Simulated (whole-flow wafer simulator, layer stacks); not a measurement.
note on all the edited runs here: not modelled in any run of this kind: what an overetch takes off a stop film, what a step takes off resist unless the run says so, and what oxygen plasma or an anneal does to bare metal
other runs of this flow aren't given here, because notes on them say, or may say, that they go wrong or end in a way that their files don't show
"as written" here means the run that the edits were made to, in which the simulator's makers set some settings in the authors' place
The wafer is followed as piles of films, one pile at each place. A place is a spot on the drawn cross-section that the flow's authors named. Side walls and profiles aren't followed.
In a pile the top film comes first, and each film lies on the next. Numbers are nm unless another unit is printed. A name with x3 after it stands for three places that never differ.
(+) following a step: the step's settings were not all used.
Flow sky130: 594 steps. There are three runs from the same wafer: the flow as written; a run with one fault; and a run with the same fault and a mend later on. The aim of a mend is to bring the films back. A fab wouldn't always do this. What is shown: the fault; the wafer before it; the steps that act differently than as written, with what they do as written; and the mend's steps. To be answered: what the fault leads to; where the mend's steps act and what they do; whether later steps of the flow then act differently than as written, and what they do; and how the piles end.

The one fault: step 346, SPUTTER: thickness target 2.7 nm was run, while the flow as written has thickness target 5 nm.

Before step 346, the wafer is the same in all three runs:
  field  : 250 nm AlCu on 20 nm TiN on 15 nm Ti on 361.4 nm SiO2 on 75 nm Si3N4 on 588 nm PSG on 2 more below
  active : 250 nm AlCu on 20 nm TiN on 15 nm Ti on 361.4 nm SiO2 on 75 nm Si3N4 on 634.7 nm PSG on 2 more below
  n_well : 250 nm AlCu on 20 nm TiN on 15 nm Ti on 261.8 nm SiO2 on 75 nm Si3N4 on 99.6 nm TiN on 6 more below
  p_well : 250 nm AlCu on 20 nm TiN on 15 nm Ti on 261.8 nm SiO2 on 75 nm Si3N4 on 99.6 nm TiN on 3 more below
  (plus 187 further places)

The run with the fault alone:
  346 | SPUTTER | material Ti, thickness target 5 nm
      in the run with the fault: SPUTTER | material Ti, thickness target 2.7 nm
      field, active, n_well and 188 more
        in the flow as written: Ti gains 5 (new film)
        in the run with the fault: Ti gains 2.7 (new film)
  Steps later in the flow that act otherwise than as written (not shown: 18 more steps that differ only slightly, by at most 2% or 0.5 nm, whichever is larger):
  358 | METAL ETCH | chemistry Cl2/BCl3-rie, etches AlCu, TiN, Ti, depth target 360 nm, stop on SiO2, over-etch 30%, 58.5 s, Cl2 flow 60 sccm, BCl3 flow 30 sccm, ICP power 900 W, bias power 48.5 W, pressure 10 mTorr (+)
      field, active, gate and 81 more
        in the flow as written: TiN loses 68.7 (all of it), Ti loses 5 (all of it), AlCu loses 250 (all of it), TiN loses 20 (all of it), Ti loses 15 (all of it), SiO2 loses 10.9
        in the run with the fault: TiN loses 68.7 (all of it), Ti loses 2.7 (all of it), AlCu loses 250 (all of it), TiN loses 20 (all of it), Ti loses 15 (all of it), SiO2 loses 11.2
  At n_well, p_well, gate_hv and 104 more, the piles at the end differ from the flow's by more than 2% or 0.5 nm, whichever is larger.
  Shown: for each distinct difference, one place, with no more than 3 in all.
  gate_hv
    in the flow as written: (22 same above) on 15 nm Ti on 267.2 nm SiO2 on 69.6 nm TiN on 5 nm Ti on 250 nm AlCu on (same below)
    in the run with the fault: (22 same above) on 15 nm Ti on 269.5 nm SiO2 on 69.6 nm TiN on 2.7 nm Ti on 250 nm AlCu on (same below)
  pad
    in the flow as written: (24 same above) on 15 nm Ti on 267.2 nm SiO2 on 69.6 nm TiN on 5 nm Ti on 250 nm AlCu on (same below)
    in the run with the fault: (24 same above) on 15 nm Ti on 269.5 nm SiO2 on 69.6 nm TiN on 2.7 nm Ti on 250 nm AlCu on (same below)
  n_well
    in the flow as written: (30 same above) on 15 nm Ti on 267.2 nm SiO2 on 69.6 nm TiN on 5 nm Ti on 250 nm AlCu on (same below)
    in the run with the fault: (30 same above) on 15 nm Ti on 269.5 nm SiO2 on 69.6 nm TiN on 2.7 nm Ti on 250 nm AlCu on (same below)

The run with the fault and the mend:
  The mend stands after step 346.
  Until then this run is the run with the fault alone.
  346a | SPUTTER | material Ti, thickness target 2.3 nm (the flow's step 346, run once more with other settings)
      field, active, n_well and 188 more
        Ti gains 2.3
  Later steps of the flow that are run all act as written at every place that is followed.
  At every place that both follow, the piles at the end match the flow's.
